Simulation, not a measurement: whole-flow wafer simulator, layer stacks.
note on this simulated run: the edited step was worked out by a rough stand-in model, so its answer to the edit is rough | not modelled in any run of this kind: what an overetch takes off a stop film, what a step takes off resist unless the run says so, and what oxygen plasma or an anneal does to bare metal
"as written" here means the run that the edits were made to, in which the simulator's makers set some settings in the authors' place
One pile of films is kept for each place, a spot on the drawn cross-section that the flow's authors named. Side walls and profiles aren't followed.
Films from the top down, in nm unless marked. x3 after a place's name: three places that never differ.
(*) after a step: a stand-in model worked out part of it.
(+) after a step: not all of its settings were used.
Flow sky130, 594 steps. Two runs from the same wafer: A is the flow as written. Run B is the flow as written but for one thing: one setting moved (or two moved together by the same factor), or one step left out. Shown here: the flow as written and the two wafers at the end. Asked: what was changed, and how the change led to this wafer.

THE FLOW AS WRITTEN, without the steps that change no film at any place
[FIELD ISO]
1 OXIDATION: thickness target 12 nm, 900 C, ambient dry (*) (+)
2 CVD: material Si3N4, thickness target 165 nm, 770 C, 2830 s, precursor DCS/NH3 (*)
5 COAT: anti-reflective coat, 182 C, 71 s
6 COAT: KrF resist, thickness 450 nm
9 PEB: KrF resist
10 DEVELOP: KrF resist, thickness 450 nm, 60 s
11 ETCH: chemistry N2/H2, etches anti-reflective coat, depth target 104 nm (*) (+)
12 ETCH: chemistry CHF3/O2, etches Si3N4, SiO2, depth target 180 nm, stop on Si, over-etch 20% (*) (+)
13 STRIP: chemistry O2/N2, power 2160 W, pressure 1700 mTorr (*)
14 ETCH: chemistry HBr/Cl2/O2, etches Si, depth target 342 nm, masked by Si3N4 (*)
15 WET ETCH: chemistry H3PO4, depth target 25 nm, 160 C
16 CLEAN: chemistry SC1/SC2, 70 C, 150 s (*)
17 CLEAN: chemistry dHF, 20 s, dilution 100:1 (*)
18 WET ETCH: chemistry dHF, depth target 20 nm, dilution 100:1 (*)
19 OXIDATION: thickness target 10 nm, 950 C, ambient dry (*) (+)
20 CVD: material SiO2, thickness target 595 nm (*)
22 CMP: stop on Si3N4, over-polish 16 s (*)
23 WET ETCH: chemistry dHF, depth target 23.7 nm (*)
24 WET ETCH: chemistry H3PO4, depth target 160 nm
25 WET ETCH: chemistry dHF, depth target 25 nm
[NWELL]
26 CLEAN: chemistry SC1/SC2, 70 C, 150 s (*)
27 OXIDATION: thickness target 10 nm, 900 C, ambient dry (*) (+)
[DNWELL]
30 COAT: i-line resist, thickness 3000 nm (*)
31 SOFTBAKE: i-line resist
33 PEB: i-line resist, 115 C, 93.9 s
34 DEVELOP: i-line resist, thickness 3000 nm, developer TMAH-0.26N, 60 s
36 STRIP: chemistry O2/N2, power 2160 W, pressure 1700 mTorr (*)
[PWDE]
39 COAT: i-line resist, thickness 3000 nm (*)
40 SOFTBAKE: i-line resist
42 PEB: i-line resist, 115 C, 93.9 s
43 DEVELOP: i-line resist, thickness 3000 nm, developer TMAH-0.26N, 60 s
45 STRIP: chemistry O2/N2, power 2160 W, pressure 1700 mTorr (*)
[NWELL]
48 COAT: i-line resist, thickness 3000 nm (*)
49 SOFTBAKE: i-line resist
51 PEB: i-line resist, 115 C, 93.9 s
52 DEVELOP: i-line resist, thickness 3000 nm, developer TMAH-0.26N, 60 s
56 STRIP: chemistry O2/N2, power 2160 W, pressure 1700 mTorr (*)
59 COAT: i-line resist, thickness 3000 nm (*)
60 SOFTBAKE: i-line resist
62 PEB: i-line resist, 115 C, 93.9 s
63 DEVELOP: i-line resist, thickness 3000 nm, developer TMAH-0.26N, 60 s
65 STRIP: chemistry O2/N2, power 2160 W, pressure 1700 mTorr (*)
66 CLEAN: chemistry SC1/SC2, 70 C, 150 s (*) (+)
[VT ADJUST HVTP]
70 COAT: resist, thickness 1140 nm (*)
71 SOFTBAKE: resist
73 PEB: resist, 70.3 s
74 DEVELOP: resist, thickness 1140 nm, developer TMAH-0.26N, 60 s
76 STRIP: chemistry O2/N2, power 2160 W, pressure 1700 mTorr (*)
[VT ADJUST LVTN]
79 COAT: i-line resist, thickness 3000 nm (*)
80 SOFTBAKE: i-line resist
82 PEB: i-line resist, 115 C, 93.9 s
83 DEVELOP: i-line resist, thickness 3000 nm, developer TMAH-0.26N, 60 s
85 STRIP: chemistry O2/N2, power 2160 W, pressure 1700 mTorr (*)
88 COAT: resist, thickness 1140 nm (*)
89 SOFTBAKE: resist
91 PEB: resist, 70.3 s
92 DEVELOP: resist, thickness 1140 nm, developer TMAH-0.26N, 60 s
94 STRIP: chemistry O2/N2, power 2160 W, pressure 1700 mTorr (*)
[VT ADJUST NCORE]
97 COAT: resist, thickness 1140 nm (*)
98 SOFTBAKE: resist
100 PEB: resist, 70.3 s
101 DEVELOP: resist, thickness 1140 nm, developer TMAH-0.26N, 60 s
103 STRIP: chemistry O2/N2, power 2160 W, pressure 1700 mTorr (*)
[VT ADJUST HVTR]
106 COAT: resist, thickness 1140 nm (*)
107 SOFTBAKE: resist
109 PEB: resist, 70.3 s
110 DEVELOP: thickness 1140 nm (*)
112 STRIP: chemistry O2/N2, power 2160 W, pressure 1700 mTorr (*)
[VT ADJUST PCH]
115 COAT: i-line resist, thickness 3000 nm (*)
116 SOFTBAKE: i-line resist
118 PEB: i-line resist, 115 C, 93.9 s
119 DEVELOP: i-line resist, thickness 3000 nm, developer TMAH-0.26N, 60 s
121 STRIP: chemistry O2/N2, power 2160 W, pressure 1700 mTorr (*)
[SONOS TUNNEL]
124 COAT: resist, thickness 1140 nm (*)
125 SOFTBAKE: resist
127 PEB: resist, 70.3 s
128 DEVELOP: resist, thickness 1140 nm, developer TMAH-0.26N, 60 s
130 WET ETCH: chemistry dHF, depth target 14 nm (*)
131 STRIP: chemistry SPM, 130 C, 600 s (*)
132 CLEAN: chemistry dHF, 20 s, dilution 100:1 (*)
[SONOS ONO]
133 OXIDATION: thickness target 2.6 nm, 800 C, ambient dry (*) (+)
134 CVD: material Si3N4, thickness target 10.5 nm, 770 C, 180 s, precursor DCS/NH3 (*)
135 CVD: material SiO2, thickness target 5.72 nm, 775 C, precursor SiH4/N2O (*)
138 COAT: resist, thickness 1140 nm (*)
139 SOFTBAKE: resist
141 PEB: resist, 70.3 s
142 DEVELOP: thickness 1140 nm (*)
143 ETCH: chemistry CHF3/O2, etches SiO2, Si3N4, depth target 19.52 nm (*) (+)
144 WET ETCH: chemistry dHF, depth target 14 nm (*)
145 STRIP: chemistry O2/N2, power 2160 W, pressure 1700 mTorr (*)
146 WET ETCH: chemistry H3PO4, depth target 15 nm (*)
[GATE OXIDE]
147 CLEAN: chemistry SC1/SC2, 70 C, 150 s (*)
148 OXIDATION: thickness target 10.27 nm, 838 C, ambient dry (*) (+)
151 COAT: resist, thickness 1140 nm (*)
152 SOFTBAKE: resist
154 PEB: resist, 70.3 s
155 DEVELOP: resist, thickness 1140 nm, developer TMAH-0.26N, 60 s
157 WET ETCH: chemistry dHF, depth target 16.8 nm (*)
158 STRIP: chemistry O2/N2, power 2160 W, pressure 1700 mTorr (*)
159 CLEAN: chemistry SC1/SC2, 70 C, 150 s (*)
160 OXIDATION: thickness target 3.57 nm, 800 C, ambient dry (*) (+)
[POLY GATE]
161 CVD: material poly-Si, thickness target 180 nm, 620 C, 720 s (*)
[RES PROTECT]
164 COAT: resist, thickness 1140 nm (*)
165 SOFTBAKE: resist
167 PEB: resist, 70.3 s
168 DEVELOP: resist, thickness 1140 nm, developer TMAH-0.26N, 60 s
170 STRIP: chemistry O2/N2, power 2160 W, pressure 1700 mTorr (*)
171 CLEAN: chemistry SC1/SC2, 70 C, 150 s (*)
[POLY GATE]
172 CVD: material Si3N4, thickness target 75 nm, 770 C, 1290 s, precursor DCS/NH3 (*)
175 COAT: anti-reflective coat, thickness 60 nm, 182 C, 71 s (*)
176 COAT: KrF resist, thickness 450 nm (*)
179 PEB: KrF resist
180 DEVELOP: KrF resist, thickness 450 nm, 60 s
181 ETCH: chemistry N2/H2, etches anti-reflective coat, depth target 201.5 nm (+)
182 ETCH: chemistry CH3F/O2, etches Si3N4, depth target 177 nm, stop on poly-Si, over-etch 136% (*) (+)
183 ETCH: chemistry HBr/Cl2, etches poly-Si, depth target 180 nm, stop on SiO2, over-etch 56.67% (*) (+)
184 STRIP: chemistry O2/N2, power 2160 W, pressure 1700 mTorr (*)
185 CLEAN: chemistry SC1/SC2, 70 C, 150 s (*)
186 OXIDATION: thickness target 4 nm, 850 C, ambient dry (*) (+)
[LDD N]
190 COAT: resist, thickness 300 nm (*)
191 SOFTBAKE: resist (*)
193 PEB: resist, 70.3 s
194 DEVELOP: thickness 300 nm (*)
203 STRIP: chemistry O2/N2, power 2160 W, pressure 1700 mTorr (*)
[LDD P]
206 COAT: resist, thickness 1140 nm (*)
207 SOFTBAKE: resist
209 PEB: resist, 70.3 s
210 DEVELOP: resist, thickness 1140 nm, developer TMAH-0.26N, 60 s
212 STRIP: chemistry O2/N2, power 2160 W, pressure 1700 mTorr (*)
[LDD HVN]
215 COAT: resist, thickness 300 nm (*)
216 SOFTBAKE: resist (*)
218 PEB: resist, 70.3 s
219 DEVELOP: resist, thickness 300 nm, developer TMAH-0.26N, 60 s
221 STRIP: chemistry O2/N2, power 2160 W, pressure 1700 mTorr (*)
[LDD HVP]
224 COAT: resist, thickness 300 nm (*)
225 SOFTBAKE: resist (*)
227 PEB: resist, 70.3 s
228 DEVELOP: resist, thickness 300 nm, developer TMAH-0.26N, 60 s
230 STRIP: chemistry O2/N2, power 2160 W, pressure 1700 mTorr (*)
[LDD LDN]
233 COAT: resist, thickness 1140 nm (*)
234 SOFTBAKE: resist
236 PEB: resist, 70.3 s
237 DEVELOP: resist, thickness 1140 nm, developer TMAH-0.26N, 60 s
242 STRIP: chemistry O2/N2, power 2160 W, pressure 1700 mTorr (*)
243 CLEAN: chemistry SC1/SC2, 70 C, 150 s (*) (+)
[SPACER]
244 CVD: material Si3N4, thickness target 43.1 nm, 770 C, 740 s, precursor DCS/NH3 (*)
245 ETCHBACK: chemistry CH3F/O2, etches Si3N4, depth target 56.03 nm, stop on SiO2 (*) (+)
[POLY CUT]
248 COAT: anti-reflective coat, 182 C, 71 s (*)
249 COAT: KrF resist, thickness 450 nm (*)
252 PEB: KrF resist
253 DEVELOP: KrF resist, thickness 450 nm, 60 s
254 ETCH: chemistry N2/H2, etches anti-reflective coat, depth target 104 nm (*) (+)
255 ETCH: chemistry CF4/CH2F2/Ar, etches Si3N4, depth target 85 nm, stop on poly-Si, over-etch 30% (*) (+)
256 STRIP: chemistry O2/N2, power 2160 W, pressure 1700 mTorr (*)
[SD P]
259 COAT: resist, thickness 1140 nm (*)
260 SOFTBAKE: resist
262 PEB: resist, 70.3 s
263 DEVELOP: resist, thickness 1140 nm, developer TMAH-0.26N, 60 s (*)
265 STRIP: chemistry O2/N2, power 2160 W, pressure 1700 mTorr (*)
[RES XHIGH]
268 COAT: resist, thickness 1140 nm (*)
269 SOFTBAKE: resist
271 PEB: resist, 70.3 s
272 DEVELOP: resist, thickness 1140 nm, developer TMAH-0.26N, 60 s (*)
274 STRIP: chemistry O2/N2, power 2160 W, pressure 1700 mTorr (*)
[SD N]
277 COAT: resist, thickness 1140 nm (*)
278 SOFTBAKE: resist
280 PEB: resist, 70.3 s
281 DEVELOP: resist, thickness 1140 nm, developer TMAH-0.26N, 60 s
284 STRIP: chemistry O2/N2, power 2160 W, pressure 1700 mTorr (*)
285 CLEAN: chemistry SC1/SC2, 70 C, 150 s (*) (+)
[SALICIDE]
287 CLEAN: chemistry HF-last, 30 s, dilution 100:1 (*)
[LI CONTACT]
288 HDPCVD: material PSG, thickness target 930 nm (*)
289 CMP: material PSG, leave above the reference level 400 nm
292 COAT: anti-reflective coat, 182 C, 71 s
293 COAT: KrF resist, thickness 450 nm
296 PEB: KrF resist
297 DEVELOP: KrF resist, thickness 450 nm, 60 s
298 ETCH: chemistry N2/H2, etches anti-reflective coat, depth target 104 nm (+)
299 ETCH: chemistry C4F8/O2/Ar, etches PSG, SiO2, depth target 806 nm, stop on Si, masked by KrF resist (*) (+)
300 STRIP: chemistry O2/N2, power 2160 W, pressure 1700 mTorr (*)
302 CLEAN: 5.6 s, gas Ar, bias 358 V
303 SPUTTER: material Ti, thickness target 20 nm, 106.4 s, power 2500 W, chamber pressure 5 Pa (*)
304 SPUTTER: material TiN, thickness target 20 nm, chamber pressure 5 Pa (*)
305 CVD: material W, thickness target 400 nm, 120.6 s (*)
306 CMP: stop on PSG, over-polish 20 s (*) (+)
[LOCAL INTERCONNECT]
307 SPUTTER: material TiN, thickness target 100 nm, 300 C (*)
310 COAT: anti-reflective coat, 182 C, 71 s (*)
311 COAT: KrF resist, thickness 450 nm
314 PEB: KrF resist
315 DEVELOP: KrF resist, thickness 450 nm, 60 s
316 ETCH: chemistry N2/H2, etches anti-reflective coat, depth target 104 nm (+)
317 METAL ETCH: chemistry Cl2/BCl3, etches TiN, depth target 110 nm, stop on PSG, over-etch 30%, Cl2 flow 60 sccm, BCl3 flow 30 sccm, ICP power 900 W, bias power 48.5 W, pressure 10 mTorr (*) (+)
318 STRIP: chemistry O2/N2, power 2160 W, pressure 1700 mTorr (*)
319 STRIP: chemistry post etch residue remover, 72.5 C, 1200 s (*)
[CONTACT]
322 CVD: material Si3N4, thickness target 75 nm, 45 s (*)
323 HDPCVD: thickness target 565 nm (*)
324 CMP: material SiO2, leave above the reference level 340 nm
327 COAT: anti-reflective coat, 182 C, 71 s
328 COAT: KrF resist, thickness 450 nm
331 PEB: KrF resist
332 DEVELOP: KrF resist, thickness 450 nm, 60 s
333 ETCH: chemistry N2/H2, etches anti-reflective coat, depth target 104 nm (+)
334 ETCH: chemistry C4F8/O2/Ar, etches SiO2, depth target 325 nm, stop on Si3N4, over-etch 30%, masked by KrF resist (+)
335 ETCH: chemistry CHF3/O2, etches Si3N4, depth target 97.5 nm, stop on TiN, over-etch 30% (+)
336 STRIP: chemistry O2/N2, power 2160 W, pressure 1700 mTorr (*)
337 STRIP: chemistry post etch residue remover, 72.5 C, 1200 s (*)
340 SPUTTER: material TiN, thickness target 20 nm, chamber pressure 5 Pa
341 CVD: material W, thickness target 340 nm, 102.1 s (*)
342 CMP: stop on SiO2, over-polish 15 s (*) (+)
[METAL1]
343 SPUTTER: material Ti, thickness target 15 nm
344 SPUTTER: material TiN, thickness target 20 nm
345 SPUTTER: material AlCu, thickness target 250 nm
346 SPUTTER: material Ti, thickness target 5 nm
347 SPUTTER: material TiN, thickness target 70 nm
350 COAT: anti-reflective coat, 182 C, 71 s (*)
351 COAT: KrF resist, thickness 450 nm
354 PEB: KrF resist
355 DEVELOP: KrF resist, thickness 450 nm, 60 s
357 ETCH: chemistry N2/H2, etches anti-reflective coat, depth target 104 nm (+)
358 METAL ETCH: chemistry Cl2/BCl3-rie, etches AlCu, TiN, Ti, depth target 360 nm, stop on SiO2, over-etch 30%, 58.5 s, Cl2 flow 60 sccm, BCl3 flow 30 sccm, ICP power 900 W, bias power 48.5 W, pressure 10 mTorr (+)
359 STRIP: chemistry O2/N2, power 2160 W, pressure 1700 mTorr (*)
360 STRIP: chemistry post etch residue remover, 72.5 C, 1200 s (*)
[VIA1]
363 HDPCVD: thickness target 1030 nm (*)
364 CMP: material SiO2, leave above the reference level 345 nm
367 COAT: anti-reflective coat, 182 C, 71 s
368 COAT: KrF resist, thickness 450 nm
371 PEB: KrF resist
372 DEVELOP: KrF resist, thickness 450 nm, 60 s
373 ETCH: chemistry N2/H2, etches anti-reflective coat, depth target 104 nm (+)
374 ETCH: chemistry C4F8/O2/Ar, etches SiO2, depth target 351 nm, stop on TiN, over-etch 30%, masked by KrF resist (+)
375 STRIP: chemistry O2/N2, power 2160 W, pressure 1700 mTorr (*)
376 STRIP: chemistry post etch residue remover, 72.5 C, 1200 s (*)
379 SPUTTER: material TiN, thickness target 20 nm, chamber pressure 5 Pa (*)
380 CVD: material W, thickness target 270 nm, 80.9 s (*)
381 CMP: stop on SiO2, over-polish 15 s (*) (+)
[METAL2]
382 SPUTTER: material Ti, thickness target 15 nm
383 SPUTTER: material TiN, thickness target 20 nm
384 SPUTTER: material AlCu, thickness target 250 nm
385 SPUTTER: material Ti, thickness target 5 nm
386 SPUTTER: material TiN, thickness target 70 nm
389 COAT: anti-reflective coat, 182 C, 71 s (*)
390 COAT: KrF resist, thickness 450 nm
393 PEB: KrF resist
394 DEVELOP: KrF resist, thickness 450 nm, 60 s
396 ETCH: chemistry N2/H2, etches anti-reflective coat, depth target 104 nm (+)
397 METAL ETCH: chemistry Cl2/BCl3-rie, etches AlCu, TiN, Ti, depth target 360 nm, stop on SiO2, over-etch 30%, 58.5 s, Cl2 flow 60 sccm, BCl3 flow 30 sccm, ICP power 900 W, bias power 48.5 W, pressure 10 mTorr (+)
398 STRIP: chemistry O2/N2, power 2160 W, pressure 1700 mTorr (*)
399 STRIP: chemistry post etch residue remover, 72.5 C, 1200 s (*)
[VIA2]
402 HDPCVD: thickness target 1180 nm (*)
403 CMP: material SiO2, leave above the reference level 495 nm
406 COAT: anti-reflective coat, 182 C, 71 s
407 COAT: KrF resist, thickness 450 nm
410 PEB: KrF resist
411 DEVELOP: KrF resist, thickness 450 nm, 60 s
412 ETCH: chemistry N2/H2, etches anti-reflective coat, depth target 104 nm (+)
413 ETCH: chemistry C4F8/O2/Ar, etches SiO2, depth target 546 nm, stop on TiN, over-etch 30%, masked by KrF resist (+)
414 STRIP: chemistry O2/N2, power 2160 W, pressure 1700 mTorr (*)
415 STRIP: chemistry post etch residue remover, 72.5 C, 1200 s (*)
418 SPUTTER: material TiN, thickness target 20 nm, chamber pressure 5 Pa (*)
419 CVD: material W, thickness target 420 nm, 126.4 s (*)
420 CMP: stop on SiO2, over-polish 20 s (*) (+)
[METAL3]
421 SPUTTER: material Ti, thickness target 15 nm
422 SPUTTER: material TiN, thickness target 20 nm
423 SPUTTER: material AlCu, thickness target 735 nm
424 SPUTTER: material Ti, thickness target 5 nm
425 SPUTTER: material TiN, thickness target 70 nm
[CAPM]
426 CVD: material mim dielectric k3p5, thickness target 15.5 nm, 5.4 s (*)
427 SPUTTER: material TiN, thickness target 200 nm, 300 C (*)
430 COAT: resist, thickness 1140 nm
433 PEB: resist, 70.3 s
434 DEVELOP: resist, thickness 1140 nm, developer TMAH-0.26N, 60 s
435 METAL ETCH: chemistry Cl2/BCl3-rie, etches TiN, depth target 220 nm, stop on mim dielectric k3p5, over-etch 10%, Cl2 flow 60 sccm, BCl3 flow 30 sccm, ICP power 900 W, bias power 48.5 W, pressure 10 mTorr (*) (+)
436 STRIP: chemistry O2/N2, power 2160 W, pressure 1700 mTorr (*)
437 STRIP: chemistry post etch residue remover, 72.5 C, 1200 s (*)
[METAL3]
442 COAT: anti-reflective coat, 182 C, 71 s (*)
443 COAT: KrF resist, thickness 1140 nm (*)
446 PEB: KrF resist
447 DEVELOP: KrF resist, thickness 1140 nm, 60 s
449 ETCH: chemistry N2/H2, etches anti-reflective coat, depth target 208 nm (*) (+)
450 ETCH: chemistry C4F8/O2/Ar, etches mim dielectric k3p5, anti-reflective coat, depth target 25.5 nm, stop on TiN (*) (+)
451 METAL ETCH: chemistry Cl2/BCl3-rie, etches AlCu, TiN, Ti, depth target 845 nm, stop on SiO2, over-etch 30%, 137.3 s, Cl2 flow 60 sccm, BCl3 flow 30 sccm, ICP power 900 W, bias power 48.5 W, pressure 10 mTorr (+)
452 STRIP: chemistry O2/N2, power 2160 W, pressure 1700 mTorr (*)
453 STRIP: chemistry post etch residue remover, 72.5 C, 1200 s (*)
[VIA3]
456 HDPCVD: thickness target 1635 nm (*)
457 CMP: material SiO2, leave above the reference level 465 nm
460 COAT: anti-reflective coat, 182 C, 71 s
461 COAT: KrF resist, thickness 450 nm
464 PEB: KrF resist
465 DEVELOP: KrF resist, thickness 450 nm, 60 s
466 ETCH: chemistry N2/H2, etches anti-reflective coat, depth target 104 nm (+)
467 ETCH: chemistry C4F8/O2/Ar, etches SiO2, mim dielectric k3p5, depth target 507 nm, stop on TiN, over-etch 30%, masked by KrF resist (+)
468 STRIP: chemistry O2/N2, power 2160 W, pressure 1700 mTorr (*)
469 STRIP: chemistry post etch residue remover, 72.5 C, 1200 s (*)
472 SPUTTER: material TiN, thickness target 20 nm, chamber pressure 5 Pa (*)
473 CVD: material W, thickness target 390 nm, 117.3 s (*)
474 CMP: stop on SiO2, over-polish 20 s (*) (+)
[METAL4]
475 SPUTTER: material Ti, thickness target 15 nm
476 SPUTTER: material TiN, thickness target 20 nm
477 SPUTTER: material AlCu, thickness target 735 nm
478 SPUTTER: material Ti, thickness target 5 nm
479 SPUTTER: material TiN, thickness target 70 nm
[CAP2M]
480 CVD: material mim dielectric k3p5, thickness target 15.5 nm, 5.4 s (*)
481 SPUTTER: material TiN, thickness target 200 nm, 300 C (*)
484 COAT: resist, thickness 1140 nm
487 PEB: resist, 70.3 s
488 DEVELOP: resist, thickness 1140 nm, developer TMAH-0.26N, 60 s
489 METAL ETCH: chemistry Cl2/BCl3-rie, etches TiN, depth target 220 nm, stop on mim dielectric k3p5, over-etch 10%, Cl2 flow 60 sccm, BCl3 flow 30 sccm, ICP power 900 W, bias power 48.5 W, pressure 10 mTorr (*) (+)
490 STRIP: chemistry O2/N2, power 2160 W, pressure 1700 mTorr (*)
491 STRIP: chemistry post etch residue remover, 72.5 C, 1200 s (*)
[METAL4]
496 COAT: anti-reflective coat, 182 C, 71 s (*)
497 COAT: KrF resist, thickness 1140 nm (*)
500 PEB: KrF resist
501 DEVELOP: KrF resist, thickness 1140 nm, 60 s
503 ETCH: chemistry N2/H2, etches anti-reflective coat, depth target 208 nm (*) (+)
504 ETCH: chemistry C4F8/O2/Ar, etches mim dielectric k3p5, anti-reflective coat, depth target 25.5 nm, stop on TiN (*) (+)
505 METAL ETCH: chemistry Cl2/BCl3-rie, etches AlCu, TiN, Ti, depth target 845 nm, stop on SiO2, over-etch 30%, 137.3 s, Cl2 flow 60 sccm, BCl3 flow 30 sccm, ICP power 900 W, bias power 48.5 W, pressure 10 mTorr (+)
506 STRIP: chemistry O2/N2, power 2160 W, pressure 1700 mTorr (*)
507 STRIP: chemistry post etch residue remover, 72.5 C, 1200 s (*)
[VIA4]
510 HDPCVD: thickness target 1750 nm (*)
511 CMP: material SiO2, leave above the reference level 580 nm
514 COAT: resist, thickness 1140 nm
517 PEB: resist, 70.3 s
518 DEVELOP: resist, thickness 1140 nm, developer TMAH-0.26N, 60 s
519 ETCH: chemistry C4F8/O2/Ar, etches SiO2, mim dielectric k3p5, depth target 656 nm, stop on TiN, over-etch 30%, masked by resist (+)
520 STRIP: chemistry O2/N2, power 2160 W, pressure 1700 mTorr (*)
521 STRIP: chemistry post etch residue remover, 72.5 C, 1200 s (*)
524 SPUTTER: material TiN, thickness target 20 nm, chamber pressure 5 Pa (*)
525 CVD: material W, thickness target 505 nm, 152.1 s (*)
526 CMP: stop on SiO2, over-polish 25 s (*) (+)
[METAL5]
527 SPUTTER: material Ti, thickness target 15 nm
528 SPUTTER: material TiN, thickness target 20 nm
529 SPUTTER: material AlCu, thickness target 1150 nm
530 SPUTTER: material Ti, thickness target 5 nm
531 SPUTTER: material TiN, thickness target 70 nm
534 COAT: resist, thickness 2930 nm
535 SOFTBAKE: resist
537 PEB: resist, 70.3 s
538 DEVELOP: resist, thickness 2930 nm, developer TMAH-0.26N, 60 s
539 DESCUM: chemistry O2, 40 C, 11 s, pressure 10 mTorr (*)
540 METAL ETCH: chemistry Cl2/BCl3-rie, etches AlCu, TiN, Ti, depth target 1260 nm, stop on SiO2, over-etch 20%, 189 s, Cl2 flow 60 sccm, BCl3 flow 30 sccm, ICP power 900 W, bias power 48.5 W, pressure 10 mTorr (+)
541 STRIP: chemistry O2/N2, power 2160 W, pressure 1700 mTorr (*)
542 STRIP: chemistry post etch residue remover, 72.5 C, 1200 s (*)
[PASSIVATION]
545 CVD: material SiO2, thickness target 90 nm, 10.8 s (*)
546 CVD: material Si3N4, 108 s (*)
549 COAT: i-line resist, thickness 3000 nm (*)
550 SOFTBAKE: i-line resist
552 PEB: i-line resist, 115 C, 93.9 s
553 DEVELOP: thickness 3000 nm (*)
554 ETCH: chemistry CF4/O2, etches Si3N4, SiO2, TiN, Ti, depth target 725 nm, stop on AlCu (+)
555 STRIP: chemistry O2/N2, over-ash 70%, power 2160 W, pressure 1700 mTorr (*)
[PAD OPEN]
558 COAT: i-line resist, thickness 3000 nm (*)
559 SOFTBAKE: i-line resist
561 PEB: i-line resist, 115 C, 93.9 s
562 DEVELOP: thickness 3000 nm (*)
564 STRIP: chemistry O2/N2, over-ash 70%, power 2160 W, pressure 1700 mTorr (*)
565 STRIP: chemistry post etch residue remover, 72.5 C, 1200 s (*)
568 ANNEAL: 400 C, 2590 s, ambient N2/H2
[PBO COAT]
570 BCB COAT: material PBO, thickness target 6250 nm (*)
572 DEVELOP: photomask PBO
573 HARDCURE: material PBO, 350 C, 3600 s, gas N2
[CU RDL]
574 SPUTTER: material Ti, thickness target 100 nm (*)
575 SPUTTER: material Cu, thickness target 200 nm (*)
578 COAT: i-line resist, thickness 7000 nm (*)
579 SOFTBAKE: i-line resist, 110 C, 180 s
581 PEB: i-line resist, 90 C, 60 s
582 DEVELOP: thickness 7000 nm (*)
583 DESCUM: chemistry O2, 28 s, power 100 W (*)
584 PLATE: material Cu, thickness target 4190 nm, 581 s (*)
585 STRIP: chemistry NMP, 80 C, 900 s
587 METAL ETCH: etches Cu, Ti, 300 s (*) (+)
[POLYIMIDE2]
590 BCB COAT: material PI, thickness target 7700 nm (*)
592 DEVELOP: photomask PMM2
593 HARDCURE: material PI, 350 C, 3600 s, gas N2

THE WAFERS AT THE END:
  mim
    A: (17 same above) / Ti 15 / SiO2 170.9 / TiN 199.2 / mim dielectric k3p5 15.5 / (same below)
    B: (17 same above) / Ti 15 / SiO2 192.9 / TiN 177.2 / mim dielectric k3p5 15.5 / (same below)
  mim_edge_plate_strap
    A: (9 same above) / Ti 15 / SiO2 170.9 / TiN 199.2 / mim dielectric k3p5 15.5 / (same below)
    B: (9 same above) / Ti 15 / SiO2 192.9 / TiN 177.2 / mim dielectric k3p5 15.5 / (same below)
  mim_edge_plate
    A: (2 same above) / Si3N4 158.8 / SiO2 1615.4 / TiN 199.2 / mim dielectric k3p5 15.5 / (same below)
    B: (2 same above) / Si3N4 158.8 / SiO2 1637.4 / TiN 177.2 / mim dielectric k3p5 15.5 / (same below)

The cause: step 427, SPUTTER: thickness target 178 nm was run, where the flow has thickness target 200 nm.

How the change led to this, step by step:
  427 SPUTTER: material TiN, thickness target 200 nm, 300 C (*)
      field, active, n_well and 188 more: A TiN +200 (new film) | B TiN +178 (new film)
  435 METAL ETCH: chemistry Cl2/BCl3-rie, etches TiN, depth target 220 nm, stop on mim dielectric k3p5, over-etch 10%, Cl2 flow 60 sccm, BCl3 flow 30 sccm, ICP power 900 W, bias power 48.5 W, pressure 10 mTorr (*) (+)
      field, active, n_well and 185 more: A TiN -200 (all of it) | B TiN -178 (all of it)
      mim, mim_edge_plate_strap, mim_edge_plate: A resist -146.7 | B resist -130.5
  442 COAT: anti-reflective coat, 182 C, 71 s (*)
      rpm_encl, rpm_encl_psd, rpm_encl_urpm: A anti-reflective coat +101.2 (new film) | B anti-reflective coat +103.6 (new film)
      poly_licon, rpo_hd_licon: A anti-reflective coat +57.6 (new film) | B anti-reflective coat +63.5 (new film)
      (and at 4 more places)
  443 COAT: KrF resist, thickness 1140 nm (*)
      mim_edge_plate_strap, mim_edge_plate: A KrF resist +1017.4 (new film) | B KrF resist +1039.4 (new film)
  449 ETCH: chemistry N2/H2, etches anti-reflective coat, depth target 208 nm (*) (+)
      rpm_encl, rpm_encl_psd, rpm_encl_urpm: A anti-reflective coat -101.2 (all of it) | B anti-reflective coat -103.6 (all of it)
      poly_licon, rpo_hd_licon: A anti-reflective coat -57.6 (all of it) | B anti-reflective coat -63.5 (all of it)
      (and at 2 more places)
  452 STRIP: chemistry O2/N2, power 2160 W, pressure 1700 mTorr (*)
      mim_edge_plate_strap, mim_edge_plate: A KrF resist -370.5 (all of it), anti-reflective coat -3 (all of it) | B KrF resist -392.5 (all of it), anti-reflective coat -3 (all of it)
      mim: A KrF resist -378.7 (all of it), anti-reflective coat -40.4 (all of it) | B KrF resist -398.9 (all of it), anti-reflective coat -35.4 (all of it)
      (and at 1 more place)
